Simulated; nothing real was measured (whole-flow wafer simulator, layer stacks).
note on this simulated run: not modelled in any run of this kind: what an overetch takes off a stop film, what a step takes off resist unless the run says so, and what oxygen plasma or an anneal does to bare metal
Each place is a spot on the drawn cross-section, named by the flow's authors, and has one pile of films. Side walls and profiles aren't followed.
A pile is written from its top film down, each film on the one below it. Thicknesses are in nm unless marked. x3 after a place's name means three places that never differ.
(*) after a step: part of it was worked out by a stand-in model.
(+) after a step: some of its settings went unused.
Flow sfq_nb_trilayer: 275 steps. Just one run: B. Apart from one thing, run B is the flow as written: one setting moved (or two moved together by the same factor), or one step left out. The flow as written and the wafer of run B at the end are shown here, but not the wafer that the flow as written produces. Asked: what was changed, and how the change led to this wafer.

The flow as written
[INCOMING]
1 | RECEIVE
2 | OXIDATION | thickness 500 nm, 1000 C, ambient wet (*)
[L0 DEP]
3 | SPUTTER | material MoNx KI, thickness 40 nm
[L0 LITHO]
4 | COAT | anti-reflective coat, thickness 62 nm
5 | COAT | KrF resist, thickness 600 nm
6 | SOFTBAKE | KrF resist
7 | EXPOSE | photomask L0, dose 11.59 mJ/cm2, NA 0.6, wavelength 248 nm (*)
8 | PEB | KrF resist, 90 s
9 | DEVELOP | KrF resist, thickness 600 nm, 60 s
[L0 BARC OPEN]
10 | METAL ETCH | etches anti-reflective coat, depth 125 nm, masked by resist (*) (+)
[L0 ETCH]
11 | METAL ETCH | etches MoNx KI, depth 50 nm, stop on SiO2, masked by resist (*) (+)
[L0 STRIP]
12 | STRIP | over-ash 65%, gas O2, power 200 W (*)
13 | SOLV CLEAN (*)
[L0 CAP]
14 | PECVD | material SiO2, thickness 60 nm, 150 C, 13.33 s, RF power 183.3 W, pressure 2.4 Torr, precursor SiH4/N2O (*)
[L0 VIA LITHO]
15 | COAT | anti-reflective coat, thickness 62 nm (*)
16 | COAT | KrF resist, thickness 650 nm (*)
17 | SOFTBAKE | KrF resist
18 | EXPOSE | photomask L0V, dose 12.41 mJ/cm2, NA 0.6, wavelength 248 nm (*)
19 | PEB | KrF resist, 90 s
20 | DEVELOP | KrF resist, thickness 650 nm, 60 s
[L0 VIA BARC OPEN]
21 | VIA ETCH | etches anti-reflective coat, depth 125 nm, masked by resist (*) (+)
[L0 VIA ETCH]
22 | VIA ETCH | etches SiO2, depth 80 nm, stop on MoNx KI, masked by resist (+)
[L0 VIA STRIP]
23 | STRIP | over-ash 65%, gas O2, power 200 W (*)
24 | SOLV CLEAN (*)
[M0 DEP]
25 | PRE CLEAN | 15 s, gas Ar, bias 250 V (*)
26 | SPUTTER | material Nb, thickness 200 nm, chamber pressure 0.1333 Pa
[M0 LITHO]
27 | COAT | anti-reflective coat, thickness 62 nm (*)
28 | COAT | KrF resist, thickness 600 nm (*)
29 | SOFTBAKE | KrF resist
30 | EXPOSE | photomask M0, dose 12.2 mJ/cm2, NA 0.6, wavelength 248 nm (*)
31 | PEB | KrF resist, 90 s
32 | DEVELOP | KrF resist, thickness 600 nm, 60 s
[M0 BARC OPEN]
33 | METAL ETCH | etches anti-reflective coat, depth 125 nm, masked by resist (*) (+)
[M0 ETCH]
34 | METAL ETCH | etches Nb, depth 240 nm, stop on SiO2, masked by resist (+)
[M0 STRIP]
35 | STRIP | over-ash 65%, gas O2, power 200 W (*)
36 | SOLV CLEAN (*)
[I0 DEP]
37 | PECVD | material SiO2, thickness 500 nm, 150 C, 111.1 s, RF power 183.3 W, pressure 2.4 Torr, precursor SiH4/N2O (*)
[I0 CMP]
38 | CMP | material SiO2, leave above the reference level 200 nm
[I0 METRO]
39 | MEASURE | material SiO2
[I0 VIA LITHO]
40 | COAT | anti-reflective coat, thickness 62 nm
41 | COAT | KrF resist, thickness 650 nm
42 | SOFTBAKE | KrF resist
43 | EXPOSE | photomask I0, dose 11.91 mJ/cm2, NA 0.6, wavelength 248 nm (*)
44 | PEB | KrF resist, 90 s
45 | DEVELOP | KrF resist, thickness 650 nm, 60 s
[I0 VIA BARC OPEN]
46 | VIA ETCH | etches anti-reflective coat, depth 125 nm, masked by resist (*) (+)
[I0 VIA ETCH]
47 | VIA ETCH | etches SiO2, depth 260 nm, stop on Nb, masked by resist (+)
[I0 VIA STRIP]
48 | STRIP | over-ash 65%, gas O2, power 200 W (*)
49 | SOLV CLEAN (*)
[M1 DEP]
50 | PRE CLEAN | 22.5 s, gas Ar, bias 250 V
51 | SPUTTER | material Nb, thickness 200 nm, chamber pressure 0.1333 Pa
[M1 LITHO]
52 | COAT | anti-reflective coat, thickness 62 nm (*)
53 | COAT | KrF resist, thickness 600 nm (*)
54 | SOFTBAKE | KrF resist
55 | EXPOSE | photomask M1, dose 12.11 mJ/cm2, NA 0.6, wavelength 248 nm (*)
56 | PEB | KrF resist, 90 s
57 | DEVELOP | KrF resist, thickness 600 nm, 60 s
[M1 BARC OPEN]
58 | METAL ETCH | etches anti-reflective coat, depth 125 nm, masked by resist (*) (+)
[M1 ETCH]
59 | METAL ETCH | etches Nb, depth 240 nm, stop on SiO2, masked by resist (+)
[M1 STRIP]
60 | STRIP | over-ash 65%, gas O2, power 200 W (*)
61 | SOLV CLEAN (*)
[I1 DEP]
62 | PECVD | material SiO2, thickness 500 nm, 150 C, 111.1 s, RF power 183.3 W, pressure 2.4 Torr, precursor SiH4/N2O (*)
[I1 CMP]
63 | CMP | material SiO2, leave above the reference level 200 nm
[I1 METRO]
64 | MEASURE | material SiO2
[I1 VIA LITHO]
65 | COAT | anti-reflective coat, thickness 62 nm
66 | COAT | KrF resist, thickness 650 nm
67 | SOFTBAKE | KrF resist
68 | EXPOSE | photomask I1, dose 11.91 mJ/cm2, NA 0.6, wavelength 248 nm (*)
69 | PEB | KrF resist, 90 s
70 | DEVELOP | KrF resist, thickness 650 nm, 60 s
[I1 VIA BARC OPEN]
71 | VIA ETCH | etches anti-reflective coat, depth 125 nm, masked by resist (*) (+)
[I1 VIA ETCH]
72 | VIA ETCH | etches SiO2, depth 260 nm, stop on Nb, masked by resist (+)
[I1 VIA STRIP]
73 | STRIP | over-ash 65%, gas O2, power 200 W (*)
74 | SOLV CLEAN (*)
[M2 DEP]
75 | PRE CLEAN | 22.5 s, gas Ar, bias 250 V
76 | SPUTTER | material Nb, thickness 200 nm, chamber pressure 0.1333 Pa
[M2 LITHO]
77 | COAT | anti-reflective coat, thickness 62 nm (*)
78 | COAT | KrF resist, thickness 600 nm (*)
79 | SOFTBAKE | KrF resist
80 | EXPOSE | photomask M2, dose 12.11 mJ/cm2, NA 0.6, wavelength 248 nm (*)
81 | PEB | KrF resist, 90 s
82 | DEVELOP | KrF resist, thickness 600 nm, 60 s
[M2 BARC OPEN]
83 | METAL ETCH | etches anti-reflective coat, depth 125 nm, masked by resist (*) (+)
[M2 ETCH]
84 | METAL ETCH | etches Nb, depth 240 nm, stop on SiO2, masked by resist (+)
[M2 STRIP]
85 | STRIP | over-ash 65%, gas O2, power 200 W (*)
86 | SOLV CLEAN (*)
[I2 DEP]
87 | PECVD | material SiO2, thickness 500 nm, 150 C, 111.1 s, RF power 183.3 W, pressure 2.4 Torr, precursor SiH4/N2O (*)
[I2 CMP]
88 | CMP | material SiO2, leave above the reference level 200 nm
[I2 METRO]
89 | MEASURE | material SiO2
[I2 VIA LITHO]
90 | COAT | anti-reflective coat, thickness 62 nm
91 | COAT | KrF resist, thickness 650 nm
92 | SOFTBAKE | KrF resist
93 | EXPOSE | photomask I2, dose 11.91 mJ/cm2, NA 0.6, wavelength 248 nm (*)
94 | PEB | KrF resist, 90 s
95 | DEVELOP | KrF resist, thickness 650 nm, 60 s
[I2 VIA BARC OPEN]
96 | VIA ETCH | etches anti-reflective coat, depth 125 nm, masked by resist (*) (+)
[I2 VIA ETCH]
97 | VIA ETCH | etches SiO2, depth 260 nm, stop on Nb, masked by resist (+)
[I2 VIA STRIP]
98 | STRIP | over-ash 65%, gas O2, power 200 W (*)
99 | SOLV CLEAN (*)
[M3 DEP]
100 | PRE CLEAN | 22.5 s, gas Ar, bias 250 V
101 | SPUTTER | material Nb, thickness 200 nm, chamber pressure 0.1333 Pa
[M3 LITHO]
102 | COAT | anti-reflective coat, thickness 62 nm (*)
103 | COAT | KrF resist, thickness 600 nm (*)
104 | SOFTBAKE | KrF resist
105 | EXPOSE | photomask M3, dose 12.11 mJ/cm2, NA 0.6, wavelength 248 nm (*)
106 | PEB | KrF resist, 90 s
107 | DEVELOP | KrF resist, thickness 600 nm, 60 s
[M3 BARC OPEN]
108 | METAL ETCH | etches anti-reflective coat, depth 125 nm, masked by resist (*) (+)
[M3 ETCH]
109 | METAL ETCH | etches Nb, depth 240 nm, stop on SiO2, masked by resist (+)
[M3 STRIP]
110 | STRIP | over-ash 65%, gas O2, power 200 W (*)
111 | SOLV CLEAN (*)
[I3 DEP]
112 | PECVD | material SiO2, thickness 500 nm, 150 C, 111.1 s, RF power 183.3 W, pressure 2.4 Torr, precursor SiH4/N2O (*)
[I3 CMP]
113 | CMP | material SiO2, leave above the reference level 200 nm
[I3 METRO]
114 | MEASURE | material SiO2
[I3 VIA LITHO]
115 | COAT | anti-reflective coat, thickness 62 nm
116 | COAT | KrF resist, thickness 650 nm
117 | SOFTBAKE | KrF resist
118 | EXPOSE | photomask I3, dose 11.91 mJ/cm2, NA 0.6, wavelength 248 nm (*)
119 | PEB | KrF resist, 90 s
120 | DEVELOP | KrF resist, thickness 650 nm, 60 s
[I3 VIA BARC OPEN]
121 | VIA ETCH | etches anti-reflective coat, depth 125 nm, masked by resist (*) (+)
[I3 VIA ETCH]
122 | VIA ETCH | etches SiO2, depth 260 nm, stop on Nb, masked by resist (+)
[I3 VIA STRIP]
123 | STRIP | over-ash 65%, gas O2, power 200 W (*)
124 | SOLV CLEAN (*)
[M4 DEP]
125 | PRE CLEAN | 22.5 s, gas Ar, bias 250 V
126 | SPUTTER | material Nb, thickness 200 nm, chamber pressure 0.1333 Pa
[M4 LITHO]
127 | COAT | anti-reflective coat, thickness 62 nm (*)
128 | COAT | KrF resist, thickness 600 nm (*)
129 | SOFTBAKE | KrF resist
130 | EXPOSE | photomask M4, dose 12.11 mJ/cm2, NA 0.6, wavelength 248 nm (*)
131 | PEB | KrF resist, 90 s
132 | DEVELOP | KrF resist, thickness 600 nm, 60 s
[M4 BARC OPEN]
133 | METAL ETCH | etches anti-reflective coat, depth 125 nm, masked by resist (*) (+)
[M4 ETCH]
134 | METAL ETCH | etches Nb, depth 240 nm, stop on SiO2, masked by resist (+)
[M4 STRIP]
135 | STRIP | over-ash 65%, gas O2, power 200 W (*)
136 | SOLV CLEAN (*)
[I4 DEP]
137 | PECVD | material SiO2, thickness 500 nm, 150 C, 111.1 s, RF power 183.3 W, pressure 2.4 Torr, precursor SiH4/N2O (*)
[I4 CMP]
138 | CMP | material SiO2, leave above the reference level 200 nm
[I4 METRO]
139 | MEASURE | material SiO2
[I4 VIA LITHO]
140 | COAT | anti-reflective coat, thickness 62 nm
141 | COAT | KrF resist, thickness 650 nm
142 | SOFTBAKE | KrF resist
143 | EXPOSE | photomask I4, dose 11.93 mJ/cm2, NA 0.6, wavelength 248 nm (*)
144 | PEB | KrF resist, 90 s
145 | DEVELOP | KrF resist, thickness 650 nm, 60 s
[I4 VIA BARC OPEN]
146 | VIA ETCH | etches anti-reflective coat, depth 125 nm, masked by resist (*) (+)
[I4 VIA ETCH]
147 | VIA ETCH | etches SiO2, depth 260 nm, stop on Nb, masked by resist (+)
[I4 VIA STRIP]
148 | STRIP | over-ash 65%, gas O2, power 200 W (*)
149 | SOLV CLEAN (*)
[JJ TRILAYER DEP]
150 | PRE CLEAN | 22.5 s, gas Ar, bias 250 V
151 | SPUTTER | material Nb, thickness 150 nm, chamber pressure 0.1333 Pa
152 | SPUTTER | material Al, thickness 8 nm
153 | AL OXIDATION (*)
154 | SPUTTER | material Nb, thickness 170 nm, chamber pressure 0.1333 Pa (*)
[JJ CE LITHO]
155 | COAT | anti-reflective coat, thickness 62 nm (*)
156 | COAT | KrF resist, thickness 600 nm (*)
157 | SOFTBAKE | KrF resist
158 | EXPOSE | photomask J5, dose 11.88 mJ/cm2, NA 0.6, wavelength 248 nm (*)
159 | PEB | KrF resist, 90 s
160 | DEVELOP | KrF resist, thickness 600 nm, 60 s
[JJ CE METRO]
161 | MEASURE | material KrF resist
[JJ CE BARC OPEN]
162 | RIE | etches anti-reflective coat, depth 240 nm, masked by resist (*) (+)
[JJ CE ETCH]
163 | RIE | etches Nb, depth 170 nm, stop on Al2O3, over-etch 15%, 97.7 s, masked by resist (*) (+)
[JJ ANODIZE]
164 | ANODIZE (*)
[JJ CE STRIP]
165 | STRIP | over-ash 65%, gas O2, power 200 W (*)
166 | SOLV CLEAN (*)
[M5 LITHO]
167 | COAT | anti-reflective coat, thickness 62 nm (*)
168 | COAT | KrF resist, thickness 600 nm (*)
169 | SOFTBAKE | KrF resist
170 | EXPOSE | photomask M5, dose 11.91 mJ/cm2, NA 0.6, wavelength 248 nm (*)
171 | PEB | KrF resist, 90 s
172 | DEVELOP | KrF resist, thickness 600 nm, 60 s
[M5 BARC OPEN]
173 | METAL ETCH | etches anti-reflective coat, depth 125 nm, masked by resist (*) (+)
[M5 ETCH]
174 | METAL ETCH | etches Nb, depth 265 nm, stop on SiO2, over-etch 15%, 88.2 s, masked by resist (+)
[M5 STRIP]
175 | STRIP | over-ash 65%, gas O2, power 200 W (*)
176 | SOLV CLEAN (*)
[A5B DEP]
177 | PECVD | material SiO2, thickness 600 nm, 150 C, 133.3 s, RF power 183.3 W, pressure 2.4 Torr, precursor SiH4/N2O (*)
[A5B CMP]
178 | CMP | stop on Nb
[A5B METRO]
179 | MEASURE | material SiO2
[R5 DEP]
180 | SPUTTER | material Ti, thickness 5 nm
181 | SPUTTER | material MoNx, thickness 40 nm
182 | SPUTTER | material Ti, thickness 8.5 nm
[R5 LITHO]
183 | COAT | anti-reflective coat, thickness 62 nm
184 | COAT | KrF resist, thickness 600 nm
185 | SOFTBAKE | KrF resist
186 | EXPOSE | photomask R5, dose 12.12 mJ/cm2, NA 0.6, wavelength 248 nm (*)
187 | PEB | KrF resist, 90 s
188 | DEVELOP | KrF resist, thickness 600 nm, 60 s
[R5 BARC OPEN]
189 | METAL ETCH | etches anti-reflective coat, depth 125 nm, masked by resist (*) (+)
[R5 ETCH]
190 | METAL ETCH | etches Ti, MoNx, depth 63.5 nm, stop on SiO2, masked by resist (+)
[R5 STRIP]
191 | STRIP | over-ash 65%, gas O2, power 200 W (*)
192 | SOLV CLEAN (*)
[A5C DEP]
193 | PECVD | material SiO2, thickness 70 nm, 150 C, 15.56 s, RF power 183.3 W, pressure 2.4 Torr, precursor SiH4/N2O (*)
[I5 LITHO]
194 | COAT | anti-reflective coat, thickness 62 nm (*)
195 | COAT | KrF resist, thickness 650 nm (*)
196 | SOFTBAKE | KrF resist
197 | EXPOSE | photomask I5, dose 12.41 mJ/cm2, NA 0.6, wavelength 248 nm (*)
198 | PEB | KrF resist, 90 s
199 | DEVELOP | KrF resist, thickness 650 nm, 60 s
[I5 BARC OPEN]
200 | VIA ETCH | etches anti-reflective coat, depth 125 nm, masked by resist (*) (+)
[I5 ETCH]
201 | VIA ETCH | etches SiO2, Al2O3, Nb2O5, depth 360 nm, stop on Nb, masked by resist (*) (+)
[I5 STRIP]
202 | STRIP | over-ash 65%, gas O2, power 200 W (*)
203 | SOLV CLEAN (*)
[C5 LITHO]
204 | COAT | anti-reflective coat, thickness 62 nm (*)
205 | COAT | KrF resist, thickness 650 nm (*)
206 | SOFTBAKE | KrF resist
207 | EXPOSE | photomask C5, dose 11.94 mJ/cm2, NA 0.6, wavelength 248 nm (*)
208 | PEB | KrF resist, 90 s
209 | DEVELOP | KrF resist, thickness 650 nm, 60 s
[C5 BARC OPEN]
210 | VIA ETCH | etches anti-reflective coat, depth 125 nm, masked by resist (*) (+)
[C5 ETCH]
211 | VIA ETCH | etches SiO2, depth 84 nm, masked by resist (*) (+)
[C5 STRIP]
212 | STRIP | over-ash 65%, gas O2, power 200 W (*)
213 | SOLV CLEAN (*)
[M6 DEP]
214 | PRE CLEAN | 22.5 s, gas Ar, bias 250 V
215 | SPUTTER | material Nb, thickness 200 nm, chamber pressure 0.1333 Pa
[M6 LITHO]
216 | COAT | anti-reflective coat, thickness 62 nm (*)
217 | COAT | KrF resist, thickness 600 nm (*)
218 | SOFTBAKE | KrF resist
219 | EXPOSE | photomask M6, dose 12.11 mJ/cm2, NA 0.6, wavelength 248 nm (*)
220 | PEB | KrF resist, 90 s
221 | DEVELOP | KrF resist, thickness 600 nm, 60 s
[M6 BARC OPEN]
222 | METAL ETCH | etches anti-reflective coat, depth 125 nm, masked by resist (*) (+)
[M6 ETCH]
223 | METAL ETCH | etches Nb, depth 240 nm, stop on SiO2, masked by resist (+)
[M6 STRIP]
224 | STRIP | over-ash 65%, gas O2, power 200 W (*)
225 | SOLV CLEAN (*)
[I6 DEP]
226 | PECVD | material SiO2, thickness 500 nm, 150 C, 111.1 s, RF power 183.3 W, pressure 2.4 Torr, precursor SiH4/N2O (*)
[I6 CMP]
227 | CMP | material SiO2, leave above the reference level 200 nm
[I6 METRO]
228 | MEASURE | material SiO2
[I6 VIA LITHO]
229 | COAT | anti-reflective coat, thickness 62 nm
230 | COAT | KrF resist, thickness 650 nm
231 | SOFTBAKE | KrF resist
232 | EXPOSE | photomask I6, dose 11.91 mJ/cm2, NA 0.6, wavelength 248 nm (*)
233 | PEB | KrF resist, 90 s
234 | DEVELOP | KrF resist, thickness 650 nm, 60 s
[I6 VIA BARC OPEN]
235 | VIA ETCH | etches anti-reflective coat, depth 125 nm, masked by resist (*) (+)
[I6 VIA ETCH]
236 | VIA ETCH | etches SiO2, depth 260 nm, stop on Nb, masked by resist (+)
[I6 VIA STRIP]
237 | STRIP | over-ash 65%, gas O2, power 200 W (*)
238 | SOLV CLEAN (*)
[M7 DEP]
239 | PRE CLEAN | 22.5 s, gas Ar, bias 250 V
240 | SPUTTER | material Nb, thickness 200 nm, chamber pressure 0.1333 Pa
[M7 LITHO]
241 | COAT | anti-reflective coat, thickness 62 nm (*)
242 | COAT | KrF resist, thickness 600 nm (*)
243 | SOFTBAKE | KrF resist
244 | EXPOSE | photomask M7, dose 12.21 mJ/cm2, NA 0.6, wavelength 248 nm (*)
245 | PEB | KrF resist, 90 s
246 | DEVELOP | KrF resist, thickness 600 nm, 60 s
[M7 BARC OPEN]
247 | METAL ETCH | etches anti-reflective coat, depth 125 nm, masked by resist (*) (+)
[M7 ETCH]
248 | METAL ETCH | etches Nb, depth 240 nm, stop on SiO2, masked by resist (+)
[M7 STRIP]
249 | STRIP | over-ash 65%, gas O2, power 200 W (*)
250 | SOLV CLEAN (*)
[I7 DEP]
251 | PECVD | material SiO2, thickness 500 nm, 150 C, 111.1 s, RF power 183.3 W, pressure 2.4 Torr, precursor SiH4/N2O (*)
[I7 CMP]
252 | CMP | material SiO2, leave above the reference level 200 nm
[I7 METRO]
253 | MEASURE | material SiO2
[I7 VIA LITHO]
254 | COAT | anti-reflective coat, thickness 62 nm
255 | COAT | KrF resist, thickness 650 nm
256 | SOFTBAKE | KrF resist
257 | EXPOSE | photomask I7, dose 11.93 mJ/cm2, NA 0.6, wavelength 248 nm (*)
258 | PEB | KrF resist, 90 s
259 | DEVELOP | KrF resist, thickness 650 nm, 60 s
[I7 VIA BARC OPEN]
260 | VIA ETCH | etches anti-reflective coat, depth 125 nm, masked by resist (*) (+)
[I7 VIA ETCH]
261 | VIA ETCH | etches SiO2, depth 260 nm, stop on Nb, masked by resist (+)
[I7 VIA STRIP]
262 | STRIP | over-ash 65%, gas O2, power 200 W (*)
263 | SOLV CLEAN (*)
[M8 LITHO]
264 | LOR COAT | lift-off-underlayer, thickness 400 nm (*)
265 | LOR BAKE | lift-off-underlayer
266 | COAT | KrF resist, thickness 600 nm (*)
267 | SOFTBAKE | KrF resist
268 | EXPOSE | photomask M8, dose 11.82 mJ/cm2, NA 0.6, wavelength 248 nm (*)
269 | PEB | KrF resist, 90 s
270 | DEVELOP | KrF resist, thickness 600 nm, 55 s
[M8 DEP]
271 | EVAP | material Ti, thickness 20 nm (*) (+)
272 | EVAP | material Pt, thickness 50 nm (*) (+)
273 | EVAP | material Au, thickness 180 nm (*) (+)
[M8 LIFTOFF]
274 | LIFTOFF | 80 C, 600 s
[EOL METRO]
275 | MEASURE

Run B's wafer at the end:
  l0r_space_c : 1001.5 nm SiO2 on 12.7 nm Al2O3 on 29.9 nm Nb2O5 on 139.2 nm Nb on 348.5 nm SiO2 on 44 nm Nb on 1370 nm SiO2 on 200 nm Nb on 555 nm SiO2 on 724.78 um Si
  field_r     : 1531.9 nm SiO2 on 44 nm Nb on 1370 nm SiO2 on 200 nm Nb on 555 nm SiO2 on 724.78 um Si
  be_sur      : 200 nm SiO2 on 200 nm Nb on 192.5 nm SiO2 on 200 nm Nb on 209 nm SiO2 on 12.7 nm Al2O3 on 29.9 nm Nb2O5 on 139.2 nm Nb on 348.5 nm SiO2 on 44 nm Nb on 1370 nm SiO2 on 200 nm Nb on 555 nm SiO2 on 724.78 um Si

What caused this: step 134, METAL ETCH: depth 156 nm was run, whereas the flow has depth 240 nm.

The path from the change to this, step by step:
  134 | METAL ETCH | etches Nb, depth 240 nm, stop on SiO2, masked by resist (+)
      field_l, be, be_sur and 64 more: -156 Nb (it would be, as written: -200 Nb (all of it))
      v_sur, via_wl, via_w and 36 more: -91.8 KrF resist (it would be, as written: -141.2 KrF resist)
  135 | STRIP | over-ash 65%, gas O2, power 200 W (*)
      p4_fl, p4_fm, p4_w1 and 26 more: -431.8 KrF resist (all of it), -62 anti-reflective coat (all of it) (it would be, as written: -382.4 KrF resist (all of it), -62 anti-reflective coat (all of it))
      ln_m5, lsp_m: -431.3 KrF resist (all of it), -61.8 anti-reflective coat (all of it) (it would be, as written: -381.9 KrF resist (all of it), -61.8 anti-reflective coat (all of it))
      (and at 8 other places as well)
  137 | PECVD | material SiO2, thickness 500 nm, 150 C, 111.1 s, RF power 183.3 W, pressure 2.4 Torr, precursor SiH4/N2O (*)
      field_l, be, be_sur and 55 more: +500 SiO2 (new film) (it would be, as written: +500 SiO2)
      p3_s0, p3_s1, p3_s2, p3_s3, p3_s4, p3_s5: +513.1 SiO2 (new film) (it would be, as written: +557.1 SiO2)
      (and at 3 other places as well)
  138 | CMP | material SiO2, leave above the reference level 200 nm
      field_l, be, be_sur and 55 more: -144 SiO2 (it would be, as written: -100 SiO2)
      lsp_r, l0_sur, l0v: -137.7 SiO2 (it would be, as written: -91.9 SiO2)
With metal films that touch counted as one body, l0r_space_c has 3 bodies (between them, from the top down: SiO2 348.5; SiO2 1370); the flow as written gives 2 bodies (between them, from the top down: SiO2 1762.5).
With metal films that touch counted as one body, field_r has 2 bodies (between them, from the top down: SiO2 1370); the flow as written gives 1 body.
With metal films that touch counted as one body, be_sur has 5 bodies (between them, from the top down: SiO2 192.5; SiO2 209 / Al2O3 12.7 / Nb2O5 29.9; SiO2 348.5; SiO2 1370); the flow as written gives 4 bodies (between them, from the top down: SiO2 192.5; SiO2 209 / Al2O3 12.7 / Nb2O5 29.9; SiO2 1762.5).
